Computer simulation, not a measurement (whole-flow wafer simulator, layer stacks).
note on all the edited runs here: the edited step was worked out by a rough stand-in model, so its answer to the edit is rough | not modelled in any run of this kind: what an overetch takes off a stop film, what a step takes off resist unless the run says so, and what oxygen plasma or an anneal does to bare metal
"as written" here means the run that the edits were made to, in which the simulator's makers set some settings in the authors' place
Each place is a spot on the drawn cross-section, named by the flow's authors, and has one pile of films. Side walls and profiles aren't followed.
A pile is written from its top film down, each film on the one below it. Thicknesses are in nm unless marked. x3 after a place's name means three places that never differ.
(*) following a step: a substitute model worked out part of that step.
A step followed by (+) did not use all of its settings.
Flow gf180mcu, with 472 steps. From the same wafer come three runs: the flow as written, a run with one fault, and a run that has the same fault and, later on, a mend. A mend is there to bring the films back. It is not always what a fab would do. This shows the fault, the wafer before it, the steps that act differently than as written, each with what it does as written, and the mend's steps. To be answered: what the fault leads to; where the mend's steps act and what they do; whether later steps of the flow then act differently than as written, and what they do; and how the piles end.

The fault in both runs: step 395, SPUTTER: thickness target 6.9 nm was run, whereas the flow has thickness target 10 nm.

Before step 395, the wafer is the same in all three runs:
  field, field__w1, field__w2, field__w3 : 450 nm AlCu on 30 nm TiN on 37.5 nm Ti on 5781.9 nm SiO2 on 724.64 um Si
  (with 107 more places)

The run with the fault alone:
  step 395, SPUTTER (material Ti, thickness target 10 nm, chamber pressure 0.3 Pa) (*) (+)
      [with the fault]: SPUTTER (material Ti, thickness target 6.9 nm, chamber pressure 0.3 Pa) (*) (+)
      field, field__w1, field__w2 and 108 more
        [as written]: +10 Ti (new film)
        [with the fault]: +6.9 Ti (new film)
  Later steps of the flow acting differently than as written (2 more steps, not shown, differ only slightly: by at most 2% or 0.5 nm, whichever is larger):
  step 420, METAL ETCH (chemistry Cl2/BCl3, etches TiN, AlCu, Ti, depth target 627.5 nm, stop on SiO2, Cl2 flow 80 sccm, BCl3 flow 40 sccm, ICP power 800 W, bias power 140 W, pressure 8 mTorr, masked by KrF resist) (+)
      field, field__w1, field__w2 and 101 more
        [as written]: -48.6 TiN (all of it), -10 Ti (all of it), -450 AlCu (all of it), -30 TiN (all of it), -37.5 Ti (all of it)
        [with the fault]: -48.6 TiN (all of it), -6.9 Ti (all of it), -450 AlCu (all of it), -30 TiN (all of it), -37.5 Ti (all of it)
  The piles end different from the flow's at field__w4, field__w8, contact, m1, m1__w1, mim, mim_1p0, m1_nw by more than 2% or 0.5 nm, whichever is larger.
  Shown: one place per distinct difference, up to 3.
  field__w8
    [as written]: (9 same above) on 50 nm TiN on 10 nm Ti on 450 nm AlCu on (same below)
    [with the fault]: (9 same above) on 50 nm TiN on 6.9 nm Ti on 450 nm AlCu on (same below)
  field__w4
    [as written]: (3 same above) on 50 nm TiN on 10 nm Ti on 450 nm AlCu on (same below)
    [with the fault]: (3 same above) on 50 nm TiN on 6.9 nm Ti on 450 nm AlCu on (same below)
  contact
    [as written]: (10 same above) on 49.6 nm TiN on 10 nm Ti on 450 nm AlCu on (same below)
    [with the fault]: (10 same above) on 49.6 nm TiN on 6.9 nm Ti on 450 nm AlCu on (same below)

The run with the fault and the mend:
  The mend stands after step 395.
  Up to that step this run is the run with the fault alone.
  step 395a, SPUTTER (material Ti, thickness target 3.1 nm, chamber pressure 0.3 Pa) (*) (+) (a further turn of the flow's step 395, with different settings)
      field, field__w1, field__w2 and 108 more
        +3.1 Ti
  Later steps of the flow that are run all act as written at every place that is followed.
  The piles end the same as the flow's at every place that both follow.
